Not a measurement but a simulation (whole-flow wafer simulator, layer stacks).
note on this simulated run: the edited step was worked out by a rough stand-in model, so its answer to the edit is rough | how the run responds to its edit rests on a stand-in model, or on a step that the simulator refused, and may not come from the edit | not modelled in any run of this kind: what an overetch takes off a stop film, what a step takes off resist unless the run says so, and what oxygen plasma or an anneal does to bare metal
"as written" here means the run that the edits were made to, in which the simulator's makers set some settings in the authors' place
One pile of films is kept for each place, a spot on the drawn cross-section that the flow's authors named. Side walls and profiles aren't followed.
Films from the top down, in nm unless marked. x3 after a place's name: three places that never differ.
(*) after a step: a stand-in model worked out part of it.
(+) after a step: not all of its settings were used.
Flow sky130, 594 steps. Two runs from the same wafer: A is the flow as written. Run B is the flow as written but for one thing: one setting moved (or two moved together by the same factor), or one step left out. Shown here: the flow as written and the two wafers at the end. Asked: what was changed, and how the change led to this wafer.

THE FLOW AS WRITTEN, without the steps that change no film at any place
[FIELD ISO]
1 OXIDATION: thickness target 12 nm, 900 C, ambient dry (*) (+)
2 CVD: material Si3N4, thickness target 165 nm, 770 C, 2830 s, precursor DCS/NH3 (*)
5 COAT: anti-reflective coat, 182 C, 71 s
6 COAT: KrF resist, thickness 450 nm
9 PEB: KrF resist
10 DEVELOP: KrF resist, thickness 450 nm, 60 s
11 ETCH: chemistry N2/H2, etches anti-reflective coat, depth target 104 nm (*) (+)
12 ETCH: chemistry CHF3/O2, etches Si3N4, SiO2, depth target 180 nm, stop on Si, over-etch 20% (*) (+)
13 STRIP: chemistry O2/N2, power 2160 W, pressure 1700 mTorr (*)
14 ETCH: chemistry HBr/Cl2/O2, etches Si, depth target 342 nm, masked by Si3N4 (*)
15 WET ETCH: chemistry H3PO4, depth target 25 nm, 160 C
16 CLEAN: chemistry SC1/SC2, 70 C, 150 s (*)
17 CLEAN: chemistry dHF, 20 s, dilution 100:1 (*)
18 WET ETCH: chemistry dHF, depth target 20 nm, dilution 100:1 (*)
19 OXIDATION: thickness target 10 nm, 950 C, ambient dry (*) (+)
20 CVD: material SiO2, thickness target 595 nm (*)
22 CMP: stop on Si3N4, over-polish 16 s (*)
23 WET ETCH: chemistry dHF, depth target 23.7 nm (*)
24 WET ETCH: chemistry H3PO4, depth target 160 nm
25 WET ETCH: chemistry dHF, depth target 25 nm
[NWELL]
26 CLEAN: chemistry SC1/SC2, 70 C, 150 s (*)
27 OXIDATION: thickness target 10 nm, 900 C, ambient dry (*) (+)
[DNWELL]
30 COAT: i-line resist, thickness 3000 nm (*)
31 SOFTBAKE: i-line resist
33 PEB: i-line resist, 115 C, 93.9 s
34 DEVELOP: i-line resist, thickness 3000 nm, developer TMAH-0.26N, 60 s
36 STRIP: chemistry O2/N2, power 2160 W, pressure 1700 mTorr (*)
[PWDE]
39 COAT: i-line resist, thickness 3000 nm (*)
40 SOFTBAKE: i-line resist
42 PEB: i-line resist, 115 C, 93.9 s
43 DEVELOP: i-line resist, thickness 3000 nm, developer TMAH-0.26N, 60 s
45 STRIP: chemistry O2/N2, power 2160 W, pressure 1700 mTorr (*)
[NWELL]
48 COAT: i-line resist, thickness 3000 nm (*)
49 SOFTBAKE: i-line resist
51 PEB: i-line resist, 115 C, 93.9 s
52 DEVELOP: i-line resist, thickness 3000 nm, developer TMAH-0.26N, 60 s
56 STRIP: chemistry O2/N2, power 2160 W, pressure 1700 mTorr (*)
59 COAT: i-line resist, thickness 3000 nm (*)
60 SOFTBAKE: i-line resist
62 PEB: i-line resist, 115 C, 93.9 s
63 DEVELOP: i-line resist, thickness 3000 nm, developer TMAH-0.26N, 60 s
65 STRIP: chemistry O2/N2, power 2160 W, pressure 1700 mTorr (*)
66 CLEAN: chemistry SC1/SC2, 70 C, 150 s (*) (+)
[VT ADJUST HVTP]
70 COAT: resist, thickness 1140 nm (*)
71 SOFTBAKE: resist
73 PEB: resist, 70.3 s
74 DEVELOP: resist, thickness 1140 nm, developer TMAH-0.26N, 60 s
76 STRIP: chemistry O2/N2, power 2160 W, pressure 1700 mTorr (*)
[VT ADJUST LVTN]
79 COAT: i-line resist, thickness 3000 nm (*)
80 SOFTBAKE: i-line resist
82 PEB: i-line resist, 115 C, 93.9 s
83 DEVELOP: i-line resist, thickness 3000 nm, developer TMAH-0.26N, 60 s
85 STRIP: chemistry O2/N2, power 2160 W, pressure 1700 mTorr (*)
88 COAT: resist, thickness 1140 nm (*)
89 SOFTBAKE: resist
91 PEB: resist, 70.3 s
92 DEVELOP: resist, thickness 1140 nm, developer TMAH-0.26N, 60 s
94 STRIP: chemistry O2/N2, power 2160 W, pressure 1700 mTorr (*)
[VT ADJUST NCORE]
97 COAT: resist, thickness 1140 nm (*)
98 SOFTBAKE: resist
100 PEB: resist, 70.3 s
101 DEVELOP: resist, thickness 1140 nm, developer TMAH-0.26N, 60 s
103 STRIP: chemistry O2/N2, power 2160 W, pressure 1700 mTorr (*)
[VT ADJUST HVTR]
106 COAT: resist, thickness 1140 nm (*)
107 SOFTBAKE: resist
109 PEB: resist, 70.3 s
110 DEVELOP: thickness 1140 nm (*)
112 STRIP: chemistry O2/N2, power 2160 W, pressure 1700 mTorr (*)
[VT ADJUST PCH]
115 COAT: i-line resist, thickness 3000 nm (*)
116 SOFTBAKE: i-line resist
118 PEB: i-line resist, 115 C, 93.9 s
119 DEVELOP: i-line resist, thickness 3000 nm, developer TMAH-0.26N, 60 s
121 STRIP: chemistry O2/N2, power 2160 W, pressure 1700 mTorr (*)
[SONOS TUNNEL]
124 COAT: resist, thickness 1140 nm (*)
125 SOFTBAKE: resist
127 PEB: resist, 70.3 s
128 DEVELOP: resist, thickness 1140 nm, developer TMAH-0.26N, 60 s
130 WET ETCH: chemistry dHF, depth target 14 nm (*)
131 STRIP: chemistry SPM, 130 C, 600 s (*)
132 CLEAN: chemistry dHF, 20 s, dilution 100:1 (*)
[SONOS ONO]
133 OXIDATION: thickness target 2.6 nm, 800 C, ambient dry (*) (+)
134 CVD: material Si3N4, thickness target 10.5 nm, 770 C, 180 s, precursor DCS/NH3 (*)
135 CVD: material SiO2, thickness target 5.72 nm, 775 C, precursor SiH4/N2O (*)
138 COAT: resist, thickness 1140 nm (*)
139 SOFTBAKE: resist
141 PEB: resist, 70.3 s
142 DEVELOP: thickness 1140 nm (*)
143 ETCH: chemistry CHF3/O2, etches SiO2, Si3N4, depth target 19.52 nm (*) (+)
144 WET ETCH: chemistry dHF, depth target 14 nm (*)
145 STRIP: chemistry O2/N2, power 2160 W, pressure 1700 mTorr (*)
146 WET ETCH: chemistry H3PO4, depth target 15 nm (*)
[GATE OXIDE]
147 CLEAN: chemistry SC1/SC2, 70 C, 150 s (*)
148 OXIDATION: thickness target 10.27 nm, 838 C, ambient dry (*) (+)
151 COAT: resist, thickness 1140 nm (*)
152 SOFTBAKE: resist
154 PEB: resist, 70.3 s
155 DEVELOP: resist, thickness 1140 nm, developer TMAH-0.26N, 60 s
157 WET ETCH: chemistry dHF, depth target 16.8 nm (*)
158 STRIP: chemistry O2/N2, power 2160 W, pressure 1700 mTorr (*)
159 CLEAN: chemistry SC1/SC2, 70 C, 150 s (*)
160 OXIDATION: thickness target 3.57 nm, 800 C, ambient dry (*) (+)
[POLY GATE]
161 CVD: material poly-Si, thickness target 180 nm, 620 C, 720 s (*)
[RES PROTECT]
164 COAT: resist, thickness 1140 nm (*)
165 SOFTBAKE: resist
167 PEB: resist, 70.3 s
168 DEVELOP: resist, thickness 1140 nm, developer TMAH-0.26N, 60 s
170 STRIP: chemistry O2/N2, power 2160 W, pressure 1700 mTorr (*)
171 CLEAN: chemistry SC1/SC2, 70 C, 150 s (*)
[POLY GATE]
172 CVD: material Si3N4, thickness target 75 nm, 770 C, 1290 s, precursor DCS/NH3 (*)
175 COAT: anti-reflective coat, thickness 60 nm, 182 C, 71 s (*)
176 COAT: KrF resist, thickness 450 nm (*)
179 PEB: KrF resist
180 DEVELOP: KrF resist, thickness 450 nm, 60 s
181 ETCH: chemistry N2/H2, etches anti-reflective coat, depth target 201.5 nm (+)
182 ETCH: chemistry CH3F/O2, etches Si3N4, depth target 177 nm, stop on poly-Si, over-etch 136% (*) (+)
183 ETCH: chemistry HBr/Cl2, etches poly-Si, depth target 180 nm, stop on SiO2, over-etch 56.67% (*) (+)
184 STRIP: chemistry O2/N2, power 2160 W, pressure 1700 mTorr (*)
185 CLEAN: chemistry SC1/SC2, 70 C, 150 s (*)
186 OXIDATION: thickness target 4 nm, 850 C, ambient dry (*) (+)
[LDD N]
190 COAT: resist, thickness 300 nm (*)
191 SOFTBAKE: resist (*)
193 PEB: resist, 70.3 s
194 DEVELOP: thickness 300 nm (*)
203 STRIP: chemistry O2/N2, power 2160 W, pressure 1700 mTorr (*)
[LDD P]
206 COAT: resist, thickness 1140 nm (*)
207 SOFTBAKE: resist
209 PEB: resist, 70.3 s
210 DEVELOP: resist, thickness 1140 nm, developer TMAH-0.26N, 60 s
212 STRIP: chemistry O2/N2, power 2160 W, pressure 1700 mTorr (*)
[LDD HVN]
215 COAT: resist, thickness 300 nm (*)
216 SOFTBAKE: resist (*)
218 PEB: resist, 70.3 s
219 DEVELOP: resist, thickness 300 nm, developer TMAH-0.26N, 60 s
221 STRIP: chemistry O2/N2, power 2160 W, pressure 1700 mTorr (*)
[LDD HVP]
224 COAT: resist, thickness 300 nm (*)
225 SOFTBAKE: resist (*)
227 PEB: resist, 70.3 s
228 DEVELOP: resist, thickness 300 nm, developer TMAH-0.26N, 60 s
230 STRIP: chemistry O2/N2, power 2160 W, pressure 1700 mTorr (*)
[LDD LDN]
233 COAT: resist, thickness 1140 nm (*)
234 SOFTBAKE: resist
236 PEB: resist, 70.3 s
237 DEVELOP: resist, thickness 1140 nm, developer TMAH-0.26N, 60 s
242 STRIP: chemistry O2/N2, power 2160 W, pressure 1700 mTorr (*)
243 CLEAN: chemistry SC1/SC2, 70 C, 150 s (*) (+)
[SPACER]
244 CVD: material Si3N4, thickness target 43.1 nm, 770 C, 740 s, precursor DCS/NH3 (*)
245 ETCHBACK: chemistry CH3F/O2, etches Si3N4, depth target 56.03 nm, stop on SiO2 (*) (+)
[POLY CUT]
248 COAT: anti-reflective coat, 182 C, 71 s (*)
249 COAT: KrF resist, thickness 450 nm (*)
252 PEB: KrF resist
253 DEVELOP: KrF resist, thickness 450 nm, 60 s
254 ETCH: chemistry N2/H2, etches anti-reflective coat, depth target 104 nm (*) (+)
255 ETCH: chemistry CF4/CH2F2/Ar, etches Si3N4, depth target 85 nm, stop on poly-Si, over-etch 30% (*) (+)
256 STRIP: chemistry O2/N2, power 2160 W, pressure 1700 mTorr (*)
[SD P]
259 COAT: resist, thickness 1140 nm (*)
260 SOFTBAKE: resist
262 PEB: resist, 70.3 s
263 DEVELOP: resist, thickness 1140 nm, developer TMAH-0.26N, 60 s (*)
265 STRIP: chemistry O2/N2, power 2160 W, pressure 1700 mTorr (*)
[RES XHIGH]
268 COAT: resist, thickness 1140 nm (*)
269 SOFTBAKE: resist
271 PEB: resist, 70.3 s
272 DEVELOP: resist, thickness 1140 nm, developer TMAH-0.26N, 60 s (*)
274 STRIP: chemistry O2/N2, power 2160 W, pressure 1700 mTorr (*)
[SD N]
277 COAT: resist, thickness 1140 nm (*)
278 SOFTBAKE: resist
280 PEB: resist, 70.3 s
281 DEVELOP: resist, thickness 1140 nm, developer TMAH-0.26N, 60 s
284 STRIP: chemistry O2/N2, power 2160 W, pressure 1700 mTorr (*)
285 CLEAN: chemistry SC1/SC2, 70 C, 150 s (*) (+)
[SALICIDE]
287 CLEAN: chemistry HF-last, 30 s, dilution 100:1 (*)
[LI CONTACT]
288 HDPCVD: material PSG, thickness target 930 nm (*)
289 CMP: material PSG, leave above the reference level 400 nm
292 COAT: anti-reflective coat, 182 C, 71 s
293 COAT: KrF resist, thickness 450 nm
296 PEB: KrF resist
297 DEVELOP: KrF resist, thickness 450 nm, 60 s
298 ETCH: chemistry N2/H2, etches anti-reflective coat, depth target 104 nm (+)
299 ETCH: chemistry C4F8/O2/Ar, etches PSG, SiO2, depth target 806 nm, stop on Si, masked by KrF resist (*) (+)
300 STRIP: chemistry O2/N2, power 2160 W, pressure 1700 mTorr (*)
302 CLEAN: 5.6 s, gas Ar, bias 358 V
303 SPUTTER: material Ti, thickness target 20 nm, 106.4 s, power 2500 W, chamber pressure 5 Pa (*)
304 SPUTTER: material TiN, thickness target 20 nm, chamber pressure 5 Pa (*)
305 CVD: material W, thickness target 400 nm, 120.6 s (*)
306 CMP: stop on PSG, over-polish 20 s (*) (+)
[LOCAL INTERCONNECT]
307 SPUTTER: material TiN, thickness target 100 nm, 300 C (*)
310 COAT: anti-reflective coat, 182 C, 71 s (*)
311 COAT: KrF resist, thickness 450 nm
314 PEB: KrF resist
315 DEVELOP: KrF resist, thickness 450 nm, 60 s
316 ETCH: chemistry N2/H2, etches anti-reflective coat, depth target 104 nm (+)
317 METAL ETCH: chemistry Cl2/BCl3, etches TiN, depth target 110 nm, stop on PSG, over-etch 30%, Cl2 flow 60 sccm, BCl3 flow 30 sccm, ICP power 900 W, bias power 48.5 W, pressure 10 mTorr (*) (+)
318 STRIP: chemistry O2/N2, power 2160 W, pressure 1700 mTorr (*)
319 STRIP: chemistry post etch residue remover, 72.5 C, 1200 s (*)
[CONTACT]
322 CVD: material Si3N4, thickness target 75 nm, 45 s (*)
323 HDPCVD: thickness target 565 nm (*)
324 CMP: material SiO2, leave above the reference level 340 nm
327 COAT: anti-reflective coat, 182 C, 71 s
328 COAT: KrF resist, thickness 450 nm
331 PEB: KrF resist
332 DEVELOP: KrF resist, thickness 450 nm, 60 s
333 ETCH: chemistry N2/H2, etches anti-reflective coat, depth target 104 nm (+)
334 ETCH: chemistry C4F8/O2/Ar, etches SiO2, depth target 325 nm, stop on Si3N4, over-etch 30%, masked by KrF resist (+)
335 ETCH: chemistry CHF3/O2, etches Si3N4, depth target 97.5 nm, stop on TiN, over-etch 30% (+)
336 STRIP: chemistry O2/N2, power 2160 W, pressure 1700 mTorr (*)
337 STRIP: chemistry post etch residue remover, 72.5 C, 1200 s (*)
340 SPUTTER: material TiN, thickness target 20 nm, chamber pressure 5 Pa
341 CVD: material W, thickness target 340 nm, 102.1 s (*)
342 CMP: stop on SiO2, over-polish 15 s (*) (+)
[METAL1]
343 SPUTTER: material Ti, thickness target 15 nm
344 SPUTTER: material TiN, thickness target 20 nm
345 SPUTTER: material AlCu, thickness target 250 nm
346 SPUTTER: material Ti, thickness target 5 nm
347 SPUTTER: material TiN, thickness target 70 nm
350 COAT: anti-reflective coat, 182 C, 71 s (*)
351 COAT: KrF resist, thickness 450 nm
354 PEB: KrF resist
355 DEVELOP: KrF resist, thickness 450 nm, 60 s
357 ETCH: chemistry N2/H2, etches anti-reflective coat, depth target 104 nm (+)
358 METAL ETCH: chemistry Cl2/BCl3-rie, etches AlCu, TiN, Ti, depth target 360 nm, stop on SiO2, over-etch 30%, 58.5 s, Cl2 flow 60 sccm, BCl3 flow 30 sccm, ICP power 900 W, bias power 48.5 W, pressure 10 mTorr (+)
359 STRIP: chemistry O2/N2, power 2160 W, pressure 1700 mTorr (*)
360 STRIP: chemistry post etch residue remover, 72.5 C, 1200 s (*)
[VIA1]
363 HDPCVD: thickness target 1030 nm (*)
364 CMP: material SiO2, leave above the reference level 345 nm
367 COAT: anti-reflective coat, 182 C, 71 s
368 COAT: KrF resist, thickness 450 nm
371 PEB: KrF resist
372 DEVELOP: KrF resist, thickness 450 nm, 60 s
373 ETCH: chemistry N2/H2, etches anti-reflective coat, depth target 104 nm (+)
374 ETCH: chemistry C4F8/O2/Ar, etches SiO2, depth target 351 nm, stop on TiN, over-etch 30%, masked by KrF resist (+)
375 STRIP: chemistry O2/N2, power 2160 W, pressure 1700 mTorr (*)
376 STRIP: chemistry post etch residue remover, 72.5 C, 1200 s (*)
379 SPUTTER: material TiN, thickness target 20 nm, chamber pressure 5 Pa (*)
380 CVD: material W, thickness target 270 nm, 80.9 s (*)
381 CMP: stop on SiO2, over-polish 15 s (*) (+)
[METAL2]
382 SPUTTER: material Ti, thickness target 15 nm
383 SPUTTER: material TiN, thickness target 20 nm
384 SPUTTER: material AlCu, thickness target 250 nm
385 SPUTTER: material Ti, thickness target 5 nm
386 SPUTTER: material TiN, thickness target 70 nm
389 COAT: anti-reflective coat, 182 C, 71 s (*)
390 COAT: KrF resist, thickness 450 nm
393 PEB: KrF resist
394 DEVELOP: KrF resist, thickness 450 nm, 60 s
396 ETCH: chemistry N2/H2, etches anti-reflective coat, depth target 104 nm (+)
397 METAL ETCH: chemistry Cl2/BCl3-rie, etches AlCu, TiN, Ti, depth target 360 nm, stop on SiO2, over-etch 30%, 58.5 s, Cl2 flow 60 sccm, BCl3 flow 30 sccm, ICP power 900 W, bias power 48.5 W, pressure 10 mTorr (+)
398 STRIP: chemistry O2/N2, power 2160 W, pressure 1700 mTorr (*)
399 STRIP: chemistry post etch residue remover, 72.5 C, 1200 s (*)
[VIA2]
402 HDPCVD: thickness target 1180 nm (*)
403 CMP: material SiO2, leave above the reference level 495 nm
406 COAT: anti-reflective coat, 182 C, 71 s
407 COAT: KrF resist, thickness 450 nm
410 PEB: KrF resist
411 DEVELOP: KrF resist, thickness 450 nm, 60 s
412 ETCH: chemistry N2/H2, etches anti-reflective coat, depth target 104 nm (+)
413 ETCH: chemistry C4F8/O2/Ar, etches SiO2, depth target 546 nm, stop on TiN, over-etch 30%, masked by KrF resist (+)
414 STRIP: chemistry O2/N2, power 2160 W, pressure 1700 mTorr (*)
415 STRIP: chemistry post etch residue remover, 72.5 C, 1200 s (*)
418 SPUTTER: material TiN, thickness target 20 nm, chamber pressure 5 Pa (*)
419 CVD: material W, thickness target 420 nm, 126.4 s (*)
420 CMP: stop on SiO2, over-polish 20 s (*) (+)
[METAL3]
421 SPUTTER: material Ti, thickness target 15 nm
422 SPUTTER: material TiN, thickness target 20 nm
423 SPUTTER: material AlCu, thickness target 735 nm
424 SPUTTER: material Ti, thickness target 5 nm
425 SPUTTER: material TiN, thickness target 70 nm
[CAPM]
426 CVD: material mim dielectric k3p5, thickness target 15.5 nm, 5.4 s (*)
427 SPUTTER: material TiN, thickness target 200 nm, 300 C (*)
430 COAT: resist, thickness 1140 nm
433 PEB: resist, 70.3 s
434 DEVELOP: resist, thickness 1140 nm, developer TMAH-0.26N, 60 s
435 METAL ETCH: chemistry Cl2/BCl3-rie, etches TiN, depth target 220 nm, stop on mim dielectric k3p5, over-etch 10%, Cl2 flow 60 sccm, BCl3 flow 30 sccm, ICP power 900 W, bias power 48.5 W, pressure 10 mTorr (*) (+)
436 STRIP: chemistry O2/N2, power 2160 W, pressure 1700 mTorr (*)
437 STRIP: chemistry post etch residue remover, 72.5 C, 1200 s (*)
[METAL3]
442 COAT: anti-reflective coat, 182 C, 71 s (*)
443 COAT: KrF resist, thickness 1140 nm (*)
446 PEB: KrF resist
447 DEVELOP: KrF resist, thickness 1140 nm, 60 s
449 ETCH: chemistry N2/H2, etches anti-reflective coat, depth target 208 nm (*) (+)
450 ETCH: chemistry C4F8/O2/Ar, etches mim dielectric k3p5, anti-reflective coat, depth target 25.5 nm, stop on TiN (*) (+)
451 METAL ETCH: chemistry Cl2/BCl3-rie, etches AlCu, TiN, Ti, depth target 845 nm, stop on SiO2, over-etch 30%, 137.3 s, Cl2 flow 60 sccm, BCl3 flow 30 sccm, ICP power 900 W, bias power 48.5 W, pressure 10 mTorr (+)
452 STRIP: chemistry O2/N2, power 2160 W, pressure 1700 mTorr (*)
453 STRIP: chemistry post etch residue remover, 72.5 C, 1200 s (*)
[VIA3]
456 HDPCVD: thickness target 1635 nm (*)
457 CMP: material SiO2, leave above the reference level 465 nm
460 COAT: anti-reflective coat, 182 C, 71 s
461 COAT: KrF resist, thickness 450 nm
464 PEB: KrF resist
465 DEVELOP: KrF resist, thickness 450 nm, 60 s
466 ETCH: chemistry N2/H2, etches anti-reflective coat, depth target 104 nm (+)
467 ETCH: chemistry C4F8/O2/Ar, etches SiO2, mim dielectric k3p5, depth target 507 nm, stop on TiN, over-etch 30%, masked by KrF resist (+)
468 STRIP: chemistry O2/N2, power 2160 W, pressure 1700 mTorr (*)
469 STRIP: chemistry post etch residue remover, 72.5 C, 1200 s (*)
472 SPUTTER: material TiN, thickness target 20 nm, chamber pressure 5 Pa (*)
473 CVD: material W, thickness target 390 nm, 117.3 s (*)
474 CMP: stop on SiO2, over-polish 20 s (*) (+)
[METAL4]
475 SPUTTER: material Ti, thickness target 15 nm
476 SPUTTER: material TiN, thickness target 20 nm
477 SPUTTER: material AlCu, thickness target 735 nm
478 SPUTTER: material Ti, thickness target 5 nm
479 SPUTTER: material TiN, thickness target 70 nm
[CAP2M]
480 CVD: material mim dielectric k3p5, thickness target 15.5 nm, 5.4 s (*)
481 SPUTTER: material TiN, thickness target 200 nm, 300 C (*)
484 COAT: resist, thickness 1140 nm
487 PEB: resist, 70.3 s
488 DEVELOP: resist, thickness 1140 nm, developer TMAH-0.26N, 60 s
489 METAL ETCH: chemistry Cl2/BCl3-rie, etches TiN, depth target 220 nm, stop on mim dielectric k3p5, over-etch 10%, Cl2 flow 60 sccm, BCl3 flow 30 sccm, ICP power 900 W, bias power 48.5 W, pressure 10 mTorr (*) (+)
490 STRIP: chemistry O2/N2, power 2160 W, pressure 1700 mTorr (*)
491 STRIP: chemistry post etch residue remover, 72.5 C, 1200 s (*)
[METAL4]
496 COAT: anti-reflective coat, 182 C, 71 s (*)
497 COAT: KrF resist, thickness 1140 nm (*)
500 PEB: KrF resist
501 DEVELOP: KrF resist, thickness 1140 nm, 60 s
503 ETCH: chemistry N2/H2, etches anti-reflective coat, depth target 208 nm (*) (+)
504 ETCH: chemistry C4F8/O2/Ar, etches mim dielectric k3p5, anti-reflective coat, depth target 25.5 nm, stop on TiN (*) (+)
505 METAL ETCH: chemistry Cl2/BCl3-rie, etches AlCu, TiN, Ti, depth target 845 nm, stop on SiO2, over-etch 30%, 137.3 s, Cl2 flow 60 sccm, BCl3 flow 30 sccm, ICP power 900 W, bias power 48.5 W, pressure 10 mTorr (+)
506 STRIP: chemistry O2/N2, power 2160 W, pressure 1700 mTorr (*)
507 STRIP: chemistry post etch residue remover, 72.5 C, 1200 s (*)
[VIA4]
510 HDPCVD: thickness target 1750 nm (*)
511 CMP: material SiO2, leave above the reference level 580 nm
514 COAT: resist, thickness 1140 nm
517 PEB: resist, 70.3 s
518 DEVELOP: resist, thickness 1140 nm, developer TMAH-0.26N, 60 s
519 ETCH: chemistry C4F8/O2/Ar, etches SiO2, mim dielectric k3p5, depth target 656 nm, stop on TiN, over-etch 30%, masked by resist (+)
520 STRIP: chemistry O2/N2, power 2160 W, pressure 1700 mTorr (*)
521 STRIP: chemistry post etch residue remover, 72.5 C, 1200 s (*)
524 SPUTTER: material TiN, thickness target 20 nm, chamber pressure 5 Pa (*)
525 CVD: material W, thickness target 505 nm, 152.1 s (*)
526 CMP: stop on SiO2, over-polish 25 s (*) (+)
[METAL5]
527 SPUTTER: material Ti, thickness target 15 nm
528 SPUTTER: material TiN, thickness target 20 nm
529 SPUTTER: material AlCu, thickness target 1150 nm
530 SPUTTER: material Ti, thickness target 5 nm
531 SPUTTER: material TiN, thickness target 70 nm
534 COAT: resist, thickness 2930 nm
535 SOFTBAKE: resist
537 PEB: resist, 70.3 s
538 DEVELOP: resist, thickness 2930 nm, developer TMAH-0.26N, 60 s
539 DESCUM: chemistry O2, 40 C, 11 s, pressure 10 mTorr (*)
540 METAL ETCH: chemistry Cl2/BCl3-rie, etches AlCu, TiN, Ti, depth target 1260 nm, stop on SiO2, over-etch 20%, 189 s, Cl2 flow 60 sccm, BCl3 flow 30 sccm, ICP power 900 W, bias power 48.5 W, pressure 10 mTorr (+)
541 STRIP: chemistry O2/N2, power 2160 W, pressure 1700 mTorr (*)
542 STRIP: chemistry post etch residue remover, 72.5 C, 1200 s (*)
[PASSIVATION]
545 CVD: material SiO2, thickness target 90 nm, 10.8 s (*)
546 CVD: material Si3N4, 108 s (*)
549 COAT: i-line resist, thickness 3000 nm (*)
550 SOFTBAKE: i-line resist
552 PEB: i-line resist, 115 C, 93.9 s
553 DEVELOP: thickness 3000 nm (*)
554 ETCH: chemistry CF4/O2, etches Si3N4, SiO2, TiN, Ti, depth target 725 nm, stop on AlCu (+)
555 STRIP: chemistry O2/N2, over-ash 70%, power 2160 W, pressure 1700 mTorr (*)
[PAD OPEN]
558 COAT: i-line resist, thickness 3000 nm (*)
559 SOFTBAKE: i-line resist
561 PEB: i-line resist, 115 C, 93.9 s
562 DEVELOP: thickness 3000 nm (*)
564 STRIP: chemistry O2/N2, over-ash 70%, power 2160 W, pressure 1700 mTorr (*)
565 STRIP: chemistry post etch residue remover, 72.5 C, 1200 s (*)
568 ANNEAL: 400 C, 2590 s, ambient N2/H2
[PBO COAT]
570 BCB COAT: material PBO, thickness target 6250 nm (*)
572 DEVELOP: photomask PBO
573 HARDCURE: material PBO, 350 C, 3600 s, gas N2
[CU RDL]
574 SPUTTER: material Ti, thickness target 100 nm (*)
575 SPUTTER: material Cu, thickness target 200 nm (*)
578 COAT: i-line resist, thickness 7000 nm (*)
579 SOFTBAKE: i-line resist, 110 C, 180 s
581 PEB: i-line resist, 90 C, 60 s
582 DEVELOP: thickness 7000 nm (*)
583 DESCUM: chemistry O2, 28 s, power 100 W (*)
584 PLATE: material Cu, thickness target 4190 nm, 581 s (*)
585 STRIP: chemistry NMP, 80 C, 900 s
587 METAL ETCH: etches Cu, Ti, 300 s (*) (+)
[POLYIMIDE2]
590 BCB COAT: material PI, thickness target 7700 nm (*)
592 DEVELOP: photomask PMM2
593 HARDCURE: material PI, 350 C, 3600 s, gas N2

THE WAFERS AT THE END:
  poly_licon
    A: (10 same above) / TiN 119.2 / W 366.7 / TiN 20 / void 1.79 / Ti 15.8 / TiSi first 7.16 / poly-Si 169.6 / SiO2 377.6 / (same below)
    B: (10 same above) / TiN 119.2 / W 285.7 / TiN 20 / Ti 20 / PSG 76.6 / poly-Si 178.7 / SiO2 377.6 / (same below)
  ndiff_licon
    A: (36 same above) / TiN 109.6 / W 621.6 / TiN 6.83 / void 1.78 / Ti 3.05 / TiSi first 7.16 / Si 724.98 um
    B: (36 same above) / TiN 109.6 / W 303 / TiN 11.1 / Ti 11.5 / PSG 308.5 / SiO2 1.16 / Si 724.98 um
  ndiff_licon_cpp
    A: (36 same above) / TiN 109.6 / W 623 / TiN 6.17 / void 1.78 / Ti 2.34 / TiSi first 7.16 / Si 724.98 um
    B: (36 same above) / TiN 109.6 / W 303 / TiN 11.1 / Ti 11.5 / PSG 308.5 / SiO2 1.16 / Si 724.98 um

The cause: step 299, ETCH: depth target 330 nm was run, where the flow has depth target 806 nm.

How the change led to this, step by step:
  299 ETCH: chemistry C4F8/O2/Ar, etches PSG, SiO2, depth target 806 nm, stop on Si, masked by KrF resist (*) (+)
      contact, ndiff_licon, ndiff_licon_cpp: A PSG -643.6 (all of it), SiO2 -1.16 (all of it) | B PSG -330
      poly_licon, rpo_hd_licon: A PSG -411.7 (all of it) | B PSG -330
      (and at 187 more places)
  300 STRIP: chemistry O2/N2, power 2160 W, pressure 1700 mTorr (*)
      contact, ndiff_licon, ndiff_licon_cpp: A chemical SiO2 +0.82 (new film), Si -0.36 | B nothing
      poly_licon, rpo_hd_licon: A chemical SiO2 +0.82 (new film), poly-Si -0.36 | B nothing
      (and at 187 more places)
  302 CLEAN: 5.6 s, gas Ar, bias 358 V
      contact, ndiff_licon, ndiff_licon_cpp: A chemical SiO2 -0.82 (all of it) | B PSG -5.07
      poly_licon, rpo_hd_licon: A chemical SiO2 -0.82 (all of it), poly-Si -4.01 | B PSG -5.07
  303 SPUTTER: material Ti, thickness target 20 nm, 106.4 s, power 2500 W, chamber pressure 5 Pa (*)
      ndiff_licon: A Ti +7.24 (new film) | B Ti +11.5 (new film)
      ndiff_licon_cpp: A Ti +6.53 (new film) | B Ti +11.5 (new film)
      (and at 1 more place)
  304 SPUTTER: material TiN, thickness target 20 nm, chamber pressure 5 Pa (*)
      ndiff_licon: A TiN +6.83 (new film) | B TiN +11.1 (new film)
      ndiff_licon_cpp: A TiN +6.17 (new film) | B TiN +11.1 (new film)
      (and at 1 more place)
  305 CVD: material W, thickness target 400 nm, 120.6 s (*)
      ndiff_licon: A W +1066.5 (new film) | B W +748 (new film)
      ndiff_licon_cpp: A W +1067.9 (new film) | B W +747.9 (new film)
      (and at 1 more place)
  306 CMP: stop on PSG, over-polish 20 s (*) (+)
      poly_licon: A W -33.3 | B W -114.3
  568 ANNEAL: 400 C, 2590 s, ambient N2/H2
      poly_licon, rpo_hd_licon: A under 11 films: void +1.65 (new film), Ti -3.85, TiSi first +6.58 (new film), poly-Si -4.38 | B nothing
      ndiff_licon, ndiff_licon_cpp: A under 37 films: void +1.63 (new film), Ti -3.85, TiSi first +6.58 (new film), Si -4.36 | B nothing
Counting metal films that touch as one body, poly_licon has 1 body; the flow as written gives 2 bodies (between them, from the top down: void 1.79).
Counting metal films that touch as one body, ndiff_licon has 5 bodies (between them, from the top down: SiO2 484 / mim dielectric k3p5 15.5; SiO2 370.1 / mim dielectric k3p5 15.5; SiO2 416; SiO2 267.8); the flow as written gives 6 bodies (between them, from the top down: SiO2 484 / mim dielectric k3p5 15.5; SiO2 370.1 / mim dielectric k3p5 15.5; SiO2 416; SiO2 267.8; void 1.78).
Counting metal films that touch as one body, ndiff_licon_cpp has 5 bodies (between them, from the top down: SiO2 484 / mim dielectric k3p5 15.5; SiO2 370.1 / mim dielectric k3p5 15.5; SiO2 416; SiO2 267.8); the flow as written gives 6 bodies (between them, from the top down: SiO2 484 / mim dielectric k3p5 15.5; SiO2 370.1 / mim dielectric k3p5 15.5; SiO2 416; SiO2 267.8; void 1.78).
